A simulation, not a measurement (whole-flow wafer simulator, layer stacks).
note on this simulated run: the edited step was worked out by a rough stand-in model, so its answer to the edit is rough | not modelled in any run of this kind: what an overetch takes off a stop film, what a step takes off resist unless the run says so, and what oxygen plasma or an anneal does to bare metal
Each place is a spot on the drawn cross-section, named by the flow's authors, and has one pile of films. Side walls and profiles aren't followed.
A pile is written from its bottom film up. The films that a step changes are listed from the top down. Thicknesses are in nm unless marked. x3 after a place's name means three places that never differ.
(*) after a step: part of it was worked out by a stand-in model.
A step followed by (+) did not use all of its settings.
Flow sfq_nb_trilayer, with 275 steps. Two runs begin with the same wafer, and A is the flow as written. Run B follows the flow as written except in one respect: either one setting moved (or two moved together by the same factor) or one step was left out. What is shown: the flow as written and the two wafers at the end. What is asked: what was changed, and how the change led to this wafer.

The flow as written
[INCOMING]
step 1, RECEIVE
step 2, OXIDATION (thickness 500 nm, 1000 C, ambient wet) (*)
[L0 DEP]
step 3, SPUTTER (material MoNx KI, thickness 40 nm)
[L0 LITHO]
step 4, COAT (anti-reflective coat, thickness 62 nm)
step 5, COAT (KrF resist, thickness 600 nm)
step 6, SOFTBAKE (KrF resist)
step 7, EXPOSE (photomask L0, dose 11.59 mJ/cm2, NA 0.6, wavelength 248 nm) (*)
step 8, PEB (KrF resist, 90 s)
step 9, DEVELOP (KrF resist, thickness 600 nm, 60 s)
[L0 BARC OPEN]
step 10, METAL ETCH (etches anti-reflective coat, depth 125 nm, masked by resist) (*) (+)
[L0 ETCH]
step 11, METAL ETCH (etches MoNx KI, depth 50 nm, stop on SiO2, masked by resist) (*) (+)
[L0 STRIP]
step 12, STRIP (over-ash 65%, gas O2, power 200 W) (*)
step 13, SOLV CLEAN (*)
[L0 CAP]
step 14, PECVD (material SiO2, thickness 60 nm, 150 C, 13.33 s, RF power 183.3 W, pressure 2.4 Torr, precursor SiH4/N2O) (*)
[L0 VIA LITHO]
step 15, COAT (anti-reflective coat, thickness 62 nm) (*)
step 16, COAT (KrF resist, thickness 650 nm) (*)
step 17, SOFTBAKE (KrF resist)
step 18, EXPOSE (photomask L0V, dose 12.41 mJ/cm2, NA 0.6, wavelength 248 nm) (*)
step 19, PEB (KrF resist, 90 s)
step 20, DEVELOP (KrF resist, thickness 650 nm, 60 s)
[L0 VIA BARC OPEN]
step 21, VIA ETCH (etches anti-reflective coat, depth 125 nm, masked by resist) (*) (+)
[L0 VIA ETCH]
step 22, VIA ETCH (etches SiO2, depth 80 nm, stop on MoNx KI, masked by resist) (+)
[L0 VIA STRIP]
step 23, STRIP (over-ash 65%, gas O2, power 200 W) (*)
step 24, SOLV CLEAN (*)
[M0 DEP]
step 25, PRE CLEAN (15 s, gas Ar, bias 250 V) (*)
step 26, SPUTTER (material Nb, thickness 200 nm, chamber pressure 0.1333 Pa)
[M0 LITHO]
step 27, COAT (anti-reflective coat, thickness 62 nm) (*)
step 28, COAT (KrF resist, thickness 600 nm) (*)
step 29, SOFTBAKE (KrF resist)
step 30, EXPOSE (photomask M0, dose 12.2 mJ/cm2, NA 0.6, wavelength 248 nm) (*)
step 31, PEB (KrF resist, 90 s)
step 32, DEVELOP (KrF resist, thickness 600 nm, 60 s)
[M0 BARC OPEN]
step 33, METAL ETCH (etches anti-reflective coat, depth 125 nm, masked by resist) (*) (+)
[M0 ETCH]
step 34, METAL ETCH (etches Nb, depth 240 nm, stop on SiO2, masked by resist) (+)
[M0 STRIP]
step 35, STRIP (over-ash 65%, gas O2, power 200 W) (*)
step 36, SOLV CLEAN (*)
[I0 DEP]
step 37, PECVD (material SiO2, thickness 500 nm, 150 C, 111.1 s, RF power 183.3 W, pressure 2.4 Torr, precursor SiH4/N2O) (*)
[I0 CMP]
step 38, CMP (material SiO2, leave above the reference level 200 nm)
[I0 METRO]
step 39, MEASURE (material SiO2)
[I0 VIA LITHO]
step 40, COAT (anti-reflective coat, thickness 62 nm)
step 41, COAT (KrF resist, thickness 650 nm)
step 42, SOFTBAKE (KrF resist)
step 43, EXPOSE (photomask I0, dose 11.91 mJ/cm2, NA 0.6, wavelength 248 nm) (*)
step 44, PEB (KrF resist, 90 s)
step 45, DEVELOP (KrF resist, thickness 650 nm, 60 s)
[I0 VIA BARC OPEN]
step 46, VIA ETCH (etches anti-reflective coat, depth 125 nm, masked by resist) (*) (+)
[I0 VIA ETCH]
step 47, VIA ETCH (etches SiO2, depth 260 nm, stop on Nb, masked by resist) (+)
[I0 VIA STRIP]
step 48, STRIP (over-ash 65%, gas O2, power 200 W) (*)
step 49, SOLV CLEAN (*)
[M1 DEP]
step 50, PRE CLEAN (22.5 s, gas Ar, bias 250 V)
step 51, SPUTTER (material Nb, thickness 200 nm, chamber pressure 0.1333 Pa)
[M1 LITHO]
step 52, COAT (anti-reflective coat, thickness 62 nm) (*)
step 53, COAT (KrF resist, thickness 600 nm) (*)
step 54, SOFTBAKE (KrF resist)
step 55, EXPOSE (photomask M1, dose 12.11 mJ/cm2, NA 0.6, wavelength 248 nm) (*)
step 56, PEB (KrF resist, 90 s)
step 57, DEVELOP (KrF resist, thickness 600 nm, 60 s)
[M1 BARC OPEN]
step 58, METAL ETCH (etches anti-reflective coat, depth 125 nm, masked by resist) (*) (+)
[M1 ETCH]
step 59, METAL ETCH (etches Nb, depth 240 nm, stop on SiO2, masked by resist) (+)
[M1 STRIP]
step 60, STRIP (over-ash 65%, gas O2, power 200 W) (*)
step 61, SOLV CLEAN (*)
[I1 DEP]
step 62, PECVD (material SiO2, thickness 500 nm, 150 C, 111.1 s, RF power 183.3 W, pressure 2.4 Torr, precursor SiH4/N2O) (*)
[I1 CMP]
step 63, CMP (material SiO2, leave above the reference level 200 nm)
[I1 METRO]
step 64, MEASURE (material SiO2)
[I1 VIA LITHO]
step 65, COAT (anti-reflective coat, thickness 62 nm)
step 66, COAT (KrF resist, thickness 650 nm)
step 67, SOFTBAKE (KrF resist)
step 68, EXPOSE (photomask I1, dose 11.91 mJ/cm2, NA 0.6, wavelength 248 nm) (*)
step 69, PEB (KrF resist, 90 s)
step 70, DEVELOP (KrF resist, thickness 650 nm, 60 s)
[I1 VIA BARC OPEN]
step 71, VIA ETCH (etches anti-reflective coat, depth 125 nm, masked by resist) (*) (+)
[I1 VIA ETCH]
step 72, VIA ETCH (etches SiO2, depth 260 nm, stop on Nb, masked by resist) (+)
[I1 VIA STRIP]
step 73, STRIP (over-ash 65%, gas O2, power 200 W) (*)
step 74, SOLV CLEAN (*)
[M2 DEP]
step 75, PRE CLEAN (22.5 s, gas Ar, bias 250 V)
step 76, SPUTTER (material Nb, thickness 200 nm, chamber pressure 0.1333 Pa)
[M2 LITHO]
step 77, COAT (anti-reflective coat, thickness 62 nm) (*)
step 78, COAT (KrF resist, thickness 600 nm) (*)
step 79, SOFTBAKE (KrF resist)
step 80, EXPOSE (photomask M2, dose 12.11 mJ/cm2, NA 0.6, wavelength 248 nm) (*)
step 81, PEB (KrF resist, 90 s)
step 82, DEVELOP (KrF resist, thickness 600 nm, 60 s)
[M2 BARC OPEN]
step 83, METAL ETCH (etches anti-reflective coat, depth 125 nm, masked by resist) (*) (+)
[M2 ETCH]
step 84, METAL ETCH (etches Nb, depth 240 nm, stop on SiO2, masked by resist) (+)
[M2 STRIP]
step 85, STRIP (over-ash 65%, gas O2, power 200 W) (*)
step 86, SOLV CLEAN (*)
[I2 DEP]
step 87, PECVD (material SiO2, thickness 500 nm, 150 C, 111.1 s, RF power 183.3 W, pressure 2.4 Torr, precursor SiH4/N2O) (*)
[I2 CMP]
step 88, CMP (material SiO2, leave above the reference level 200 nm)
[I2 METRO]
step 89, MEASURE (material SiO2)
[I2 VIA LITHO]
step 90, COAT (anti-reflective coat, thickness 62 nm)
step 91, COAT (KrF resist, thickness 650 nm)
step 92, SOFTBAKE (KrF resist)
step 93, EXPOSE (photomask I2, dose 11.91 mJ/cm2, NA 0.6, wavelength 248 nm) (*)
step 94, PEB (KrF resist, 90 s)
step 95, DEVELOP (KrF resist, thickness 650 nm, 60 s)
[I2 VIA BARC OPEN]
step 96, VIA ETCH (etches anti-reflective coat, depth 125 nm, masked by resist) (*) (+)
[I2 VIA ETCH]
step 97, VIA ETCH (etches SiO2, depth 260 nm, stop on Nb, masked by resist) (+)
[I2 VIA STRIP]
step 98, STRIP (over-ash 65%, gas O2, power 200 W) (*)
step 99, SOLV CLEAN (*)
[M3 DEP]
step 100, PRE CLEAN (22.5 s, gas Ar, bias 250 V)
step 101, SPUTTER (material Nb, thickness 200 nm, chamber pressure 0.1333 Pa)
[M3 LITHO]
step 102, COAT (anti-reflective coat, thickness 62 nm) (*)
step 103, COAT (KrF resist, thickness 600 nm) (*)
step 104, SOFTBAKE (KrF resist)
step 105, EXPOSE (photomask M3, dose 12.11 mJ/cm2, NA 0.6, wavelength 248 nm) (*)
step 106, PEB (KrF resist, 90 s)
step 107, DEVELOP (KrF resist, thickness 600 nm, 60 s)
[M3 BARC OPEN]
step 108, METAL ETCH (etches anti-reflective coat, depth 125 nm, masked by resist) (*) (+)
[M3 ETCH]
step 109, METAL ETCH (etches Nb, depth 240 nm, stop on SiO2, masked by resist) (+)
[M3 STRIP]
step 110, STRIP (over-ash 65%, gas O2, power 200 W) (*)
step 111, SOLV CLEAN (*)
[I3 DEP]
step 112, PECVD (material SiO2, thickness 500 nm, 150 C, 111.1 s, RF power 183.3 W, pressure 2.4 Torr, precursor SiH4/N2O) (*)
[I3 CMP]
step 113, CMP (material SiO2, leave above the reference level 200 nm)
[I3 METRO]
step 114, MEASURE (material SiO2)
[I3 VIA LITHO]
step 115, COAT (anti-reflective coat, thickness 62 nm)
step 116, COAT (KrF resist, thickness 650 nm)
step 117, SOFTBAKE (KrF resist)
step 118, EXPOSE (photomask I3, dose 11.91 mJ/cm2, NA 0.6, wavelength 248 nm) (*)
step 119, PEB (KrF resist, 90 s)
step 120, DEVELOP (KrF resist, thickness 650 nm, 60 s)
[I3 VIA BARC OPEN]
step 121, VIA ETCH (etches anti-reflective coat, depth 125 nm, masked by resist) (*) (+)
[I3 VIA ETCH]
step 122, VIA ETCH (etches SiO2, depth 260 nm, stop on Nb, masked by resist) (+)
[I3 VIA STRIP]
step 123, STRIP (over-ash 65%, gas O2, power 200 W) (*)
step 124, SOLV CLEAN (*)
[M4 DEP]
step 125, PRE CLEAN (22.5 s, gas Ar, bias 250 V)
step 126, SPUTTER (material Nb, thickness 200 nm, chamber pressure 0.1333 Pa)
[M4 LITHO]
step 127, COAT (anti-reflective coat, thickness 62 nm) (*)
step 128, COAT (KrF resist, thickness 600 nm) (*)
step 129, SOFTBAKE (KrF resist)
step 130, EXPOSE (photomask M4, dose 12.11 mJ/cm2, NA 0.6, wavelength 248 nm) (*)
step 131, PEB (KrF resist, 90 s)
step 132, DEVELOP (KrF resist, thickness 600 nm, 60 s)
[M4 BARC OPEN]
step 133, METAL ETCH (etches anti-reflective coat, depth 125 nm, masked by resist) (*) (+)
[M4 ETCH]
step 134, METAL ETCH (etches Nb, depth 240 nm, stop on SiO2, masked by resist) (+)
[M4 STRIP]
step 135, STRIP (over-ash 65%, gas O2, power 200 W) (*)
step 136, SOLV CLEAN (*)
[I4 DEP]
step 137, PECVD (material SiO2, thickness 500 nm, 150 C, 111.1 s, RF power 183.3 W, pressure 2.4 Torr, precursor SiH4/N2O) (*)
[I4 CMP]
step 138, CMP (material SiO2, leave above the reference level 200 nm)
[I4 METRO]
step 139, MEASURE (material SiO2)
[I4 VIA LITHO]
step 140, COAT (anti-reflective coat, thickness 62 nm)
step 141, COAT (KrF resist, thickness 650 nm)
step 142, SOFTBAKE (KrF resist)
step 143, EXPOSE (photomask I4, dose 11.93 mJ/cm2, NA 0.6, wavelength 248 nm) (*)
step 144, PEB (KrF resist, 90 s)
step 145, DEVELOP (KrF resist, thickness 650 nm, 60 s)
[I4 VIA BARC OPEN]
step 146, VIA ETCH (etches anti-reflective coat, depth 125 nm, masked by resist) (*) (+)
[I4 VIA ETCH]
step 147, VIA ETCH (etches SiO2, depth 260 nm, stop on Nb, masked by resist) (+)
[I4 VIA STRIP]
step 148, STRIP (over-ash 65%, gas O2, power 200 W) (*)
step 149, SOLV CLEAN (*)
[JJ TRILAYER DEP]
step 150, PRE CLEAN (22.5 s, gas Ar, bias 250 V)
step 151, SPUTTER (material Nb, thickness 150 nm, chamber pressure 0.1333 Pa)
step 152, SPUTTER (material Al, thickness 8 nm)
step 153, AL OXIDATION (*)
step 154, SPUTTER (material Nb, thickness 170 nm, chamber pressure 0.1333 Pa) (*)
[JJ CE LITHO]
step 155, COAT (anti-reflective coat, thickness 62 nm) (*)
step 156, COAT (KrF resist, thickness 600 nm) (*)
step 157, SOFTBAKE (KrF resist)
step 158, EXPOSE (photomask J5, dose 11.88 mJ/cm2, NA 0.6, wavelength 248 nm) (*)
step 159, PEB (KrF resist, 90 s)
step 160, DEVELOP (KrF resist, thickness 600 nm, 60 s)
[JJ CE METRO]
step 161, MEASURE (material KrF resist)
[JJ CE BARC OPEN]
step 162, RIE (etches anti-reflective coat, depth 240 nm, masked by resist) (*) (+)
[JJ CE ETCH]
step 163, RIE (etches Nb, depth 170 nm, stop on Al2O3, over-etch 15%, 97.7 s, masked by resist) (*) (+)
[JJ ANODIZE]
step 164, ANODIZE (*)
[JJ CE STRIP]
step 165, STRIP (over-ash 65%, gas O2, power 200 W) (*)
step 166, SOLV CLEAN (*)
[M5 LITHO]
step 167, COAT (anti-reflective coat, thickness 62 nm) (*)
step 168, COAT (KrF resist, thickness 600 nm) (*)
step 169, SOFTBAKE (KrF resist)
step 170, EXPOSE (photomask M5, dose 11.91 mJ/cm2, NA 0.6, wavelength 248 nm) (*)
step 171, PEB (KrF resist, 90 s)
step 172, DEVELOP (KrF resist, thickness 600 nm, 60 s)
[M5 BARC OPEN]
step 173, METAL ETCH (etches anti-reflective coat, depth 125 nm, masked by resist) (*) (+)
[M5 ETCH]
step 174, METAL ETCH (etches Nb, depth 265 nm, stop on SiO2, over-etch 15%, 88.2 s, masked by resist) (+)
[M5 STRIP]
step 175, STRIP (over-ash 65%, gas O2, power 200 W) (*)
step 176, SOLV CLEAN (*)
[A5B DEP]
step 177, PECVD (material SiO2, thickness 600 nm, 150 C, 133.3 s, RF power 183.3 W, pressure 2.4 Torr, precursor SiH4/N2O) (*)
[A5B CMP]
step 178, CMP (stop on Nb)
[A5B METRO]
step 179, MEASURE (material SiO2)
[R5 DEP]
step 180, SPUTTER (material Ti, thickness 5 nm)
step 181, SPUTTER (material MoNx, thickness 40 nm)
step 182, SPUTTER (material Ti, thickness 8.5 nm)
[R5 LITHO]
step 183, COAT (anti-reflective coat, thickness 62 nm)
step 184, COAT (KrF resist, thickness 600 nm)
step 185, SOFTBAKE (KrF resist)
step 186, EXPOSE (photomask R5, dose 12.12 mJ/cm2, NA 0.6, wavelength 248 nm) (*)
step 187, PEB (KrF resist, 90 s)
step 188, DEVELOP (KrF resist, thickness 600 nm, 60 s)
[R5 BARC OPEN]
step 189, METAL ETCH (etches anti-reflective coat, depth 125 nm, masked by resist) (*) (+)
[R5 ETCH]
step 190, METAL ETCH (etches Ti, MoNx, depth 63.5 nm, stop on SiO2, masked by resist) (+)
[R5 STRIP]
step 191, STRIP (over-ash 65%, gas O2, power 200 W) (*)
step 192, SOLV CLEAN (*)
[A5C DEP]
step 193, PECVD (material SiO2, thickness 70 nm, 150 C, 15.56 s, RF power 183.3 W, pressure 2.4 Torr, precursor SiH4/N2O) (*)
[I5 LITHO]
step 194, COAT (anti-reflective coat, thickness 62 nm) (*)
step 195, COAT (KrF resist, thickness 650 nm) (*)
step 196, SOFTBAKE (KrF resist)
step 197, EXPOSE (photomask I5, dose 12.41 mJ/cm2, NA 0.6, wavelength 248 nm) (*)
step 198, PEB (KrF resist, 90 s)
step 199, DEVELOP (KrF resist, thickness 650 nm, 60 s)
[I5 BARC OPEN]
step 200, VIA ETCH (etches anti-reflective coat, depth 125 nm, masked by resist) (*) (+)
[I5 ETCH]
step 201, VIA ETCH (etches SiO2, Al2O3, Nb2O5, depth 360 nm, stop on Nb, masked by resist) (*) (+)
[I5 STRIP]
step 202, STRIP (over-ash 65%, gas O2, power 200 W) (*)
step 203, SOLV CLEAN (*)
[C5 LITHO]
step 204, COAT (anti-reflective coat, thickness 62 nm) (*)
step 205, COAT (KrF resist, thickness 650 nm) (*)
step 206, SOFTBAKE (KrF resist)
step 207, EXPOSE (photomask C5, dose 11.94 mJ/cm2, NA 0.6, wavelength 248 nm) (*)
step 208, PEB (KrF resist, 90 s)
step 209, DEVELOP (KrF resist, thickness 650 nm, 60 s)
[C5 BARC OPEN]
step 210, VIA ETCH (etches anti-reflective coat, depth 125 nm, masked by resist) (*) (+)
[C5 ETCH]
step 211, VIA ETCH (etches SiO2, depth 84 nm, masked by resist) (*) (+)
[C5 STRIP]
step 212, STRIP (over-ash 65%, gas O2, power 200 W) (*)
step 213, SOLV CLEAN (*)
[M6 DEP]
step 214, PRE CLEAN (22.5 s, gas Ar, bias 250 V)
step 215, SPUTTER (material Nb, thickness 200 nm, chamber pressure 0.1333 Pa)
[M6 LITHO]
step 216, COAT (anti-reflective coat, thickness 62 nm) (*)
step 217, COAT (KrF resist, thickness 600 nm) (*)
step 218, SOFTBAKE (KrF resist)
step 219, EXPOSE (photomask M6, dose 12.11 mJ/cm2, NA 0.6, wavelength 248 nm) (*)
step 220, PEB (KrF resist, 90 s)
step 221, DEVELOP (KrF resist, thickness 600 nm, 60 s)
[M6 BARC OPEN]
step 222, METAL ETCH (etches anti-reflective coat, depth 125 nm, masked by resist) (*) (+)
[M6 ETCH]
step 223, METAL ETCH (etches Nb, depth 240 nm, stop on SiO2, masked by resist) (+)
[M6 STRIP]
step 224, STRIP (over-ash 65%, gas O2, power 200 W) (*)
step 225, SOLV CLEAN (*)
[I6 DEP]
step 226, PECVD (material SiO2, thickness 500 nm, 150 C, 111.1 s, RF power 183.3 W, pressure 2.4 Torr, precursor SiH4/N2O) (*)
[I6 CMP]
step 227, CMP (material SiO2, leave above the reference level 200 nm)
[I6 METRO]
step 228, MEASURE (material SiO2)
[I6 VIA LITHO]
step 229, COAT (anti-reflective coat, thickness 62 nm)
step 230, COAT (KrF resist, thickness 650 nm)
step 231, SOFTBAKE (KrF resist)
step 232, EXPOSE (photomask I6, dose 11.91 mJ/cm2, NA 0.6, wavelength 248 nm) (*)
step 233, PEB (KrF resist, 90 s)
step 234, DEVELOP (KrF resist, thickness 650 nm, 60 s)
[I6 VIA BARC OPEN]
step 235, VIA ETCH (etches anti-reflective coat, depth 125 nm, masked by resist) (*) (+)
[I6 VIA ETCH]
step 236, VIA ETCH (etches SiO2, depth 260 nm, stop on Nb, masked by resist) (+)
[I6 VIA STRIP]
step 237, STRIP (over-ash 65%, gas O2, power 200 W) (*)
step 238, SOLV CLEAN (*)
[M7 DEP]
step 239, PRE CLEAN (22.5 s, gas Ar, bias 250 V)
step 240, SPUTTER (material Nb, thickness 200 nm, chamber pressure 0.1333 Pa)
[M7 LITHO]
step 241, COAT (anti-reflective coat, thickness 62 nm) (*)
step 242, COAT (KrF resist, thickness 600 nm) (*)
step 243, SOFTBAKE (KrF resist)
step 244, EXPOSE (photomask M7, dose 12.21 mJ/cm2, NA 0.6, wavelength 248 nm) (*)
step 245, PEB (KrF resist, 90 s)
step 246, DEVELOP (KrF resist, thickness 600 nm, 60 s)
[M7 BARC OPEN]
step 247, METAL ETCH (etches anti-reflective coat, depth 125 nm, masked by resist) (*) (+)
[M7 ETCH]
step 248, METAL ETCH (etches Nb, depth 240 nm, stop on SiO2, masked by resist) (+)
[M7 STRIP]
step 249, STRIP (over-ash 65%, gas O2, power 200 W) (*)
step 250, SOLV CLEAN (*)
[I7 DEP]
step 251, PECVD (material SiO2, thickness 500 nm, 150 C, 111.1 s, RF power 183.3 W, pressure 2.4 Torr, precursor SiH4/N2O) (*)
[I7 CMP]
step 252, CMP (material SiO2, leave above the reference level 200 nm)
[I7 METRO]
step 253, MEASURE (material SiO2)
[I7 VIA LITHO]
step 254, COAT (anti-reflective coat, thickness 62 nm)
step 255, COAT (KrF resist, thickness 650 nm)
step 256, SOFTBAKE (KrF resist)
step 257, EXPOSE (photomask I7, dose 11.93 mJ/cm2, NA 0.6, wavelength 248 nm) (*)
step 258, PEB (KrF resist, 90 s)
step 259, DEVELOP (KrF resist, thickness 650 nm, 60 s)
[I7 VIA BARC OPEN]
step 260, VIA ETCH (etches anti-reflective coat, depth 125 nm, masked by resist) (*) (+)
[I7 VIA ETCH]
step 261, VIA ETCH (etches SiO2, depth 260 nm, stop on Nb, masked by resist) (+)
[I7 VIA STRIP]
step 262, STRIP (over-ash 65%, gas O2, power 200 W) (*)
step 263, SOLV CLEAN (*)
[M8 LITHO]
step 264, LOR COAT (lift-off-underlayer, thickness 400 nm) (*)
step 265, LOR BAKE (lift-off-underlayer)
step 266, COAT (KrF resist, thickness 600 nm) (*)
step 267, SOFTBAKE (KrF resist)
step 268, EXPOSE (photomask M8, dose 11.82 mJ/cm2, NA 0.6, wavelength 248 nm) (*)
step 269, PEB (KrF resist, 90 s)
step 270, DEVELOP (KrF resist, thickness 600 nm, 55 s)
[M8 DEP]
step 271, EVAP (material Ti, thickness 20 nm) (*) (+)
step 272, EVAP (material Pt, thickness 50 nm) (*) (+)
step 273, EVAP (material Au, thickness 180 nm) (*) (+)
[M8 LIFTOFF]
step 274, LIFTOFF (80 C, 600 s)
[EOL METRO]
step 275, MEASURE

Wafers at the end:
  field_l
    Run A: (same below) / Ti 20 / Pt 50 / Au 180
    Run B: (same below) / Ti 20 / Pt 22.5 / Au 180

Cause: step 272, EVAP: thickness 22.5 nm was run, though the flow has thickness 50 nm.
One can read it off the wafer: field_l has Pt 22.5, and step 272 as written asks for 50 nm.

How this came from the change, step by step:
  step 272, EVAP (material Pt, thickness 50 nm) (*) (+)
      field_l, v_sur, via_wl and 103 more: A Pt gains 50 (new film) | B Pt gains 22.5 (new film)
  step 274, LIFTOFF (80 C, 600 s)
      p4_fl, p4_fm, p4_w1 and 71 more: A Au loses 180 (all of it), Pt loses 50 (all of it), Ti loses 20 (all of it), KrF resist loses 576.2 (all of it), lift-off-underlayer loses 400 (all of it) | B Au loses 180 (all of it), Pt loses 22.5 (all of it), Ti loses 20 (all of it), KrF resist loses 576.2 (all of it), lift-off-underlayer loses 400 (all of it)
      c5j, ce_r: A Au loses 180 (all of it), Pt loses 50 (all of it), Ti loses 20 (all of it), KrF resist loses 573.3 (all of it), lift-off-underlayer loses 399.3 (all of it) | B Au loses 180 (all of it), Pt loses 22.5 (all of it), Ti loses 20 (all of it), KrF resist loses 573.3 (all of it), lift-off-underlayer loses 399.3 (all of it)
      (and at 19 other places as well)
